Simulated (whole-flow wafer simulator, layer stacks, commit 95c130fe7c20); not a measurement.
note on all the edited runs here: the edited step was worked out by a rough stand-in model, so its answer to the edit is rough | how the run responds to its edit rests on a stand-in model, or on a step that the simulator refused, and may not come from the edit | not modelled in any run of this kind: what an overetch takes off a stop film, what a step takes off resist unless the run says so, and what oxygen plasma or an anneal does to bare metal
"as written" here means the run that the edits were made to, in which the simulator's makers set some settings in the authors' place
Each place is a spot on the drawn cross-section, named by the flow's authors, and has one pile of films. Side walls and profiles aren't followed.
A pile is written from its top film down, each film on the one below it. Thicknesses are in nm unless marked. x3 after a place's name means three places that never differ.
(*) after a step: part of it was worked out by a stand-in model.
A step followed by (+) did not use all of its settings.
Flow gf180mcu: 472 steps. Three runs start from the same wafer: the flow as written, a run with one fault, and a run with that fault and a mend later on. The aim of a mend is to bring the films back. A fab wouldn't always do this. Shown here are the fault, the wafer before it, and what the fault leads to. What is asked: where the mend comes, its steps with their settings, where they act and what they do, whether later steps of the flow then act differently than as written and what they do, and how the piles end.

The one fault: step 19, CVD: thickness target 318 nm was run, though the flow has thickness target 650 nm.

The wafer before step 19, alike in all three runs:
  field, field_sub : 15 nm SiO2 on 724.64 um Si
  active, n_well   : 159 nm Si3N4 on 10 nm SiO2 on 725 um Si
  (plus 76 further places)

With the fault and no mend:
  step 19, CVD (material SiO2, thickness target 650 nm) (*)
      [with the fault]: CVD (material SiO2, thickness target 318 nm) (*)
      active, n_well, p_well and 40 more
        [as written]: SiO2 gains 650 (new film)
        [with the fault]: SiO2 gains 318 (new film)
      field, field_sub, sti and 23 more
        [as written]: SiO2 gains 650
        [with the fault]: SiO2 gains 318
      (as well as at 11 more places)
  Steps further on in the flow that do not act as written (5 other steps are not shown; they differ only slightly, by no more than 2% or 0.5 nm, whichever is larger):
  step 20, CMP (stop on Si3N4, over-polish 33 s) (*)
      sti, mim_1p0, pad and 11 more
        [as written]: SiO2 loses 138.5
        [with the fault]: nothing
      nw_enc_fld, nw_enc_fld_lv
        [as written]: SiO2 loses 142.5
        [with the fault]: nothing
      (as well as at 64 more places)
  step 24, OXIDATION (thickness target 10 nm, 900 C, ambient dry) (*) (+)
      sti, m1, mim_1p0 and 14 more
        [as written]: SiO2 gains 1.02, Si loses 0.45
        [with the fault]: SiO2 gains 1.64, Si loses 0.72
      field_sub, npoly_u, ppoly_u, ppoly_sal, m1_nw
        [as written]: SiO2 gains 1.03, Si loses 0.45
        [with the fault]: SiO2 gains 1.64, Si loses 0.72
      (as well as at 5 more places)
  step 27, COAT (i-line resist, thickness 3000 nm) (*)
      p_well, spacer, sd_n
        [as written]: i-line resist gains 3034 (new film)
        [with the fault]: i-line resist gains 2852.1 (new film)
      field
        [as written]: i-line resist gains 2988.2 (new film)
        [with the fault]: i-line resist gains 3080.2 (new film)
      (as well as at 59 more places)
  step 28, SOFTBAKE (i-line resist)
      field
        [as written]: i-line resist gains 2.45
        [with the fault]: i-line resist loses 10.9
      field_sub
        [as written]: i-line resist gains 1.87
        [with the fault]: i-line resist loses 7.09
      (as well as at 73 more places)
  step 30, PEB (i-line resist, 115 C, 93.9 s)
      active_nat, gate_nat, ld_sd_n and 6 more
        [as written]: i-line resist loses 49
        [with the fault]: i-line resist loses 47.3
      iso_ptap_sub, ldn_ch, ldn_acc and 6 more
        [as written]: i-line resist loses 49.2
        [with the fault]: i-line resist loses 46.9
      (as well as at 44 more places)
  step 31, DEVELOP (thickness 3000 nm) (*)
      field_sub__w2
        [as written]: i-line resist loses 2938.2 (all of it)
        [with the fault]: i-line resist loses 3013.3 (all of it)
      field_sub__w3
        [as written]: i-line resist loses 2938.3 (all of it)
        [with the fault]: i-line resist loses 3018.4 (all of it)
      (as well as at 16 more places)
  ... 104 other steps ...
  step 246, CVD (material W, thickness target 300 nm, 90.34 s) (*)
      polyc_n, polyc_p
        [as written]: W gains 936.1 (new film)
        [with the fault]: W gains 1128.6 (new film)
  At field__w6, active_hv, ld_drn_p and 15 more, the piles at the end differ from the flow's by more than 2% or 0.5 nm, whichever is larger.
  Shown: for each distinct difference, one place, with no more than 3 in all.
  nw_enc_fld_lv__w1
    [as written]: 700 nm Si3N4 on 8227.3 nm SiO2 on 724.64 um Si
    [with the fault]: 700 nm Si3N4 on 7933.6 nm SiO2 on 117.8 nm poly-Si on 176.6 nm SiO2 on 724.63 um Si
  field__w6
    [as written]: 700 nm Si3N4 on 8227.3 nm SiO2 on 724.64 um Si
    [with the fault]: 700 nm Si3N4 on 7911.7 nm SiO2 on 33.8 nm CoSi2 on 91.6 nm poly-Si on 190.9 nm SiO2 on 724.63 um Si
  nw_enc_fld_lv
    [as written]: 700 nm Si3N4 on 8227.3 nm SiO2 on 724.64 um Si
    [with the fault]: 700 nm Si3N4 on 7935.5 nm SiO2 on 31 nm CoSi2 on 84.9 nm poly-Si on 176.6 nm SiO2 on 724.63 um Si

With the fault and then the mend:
  The mend stands after step 19.
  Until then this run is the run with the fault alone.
  step 19a, CVD (material SiO2, thickness target 332 nm) (*) (a further turn of the flow's step 19, with different settings)
      field, field_sub, active and 76 more
        SiO2 gains 332
      m1
        SiO2 gains 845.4
  Every later step of the flow that is run acts as written, at every place that is followed, to within 2% or 0.5 nm, whichever is larger.
  When the end is reached, the piles differ only a little from the flow's at the places that both follow, at most by 2% or 0.5 nm, whichever is larger.
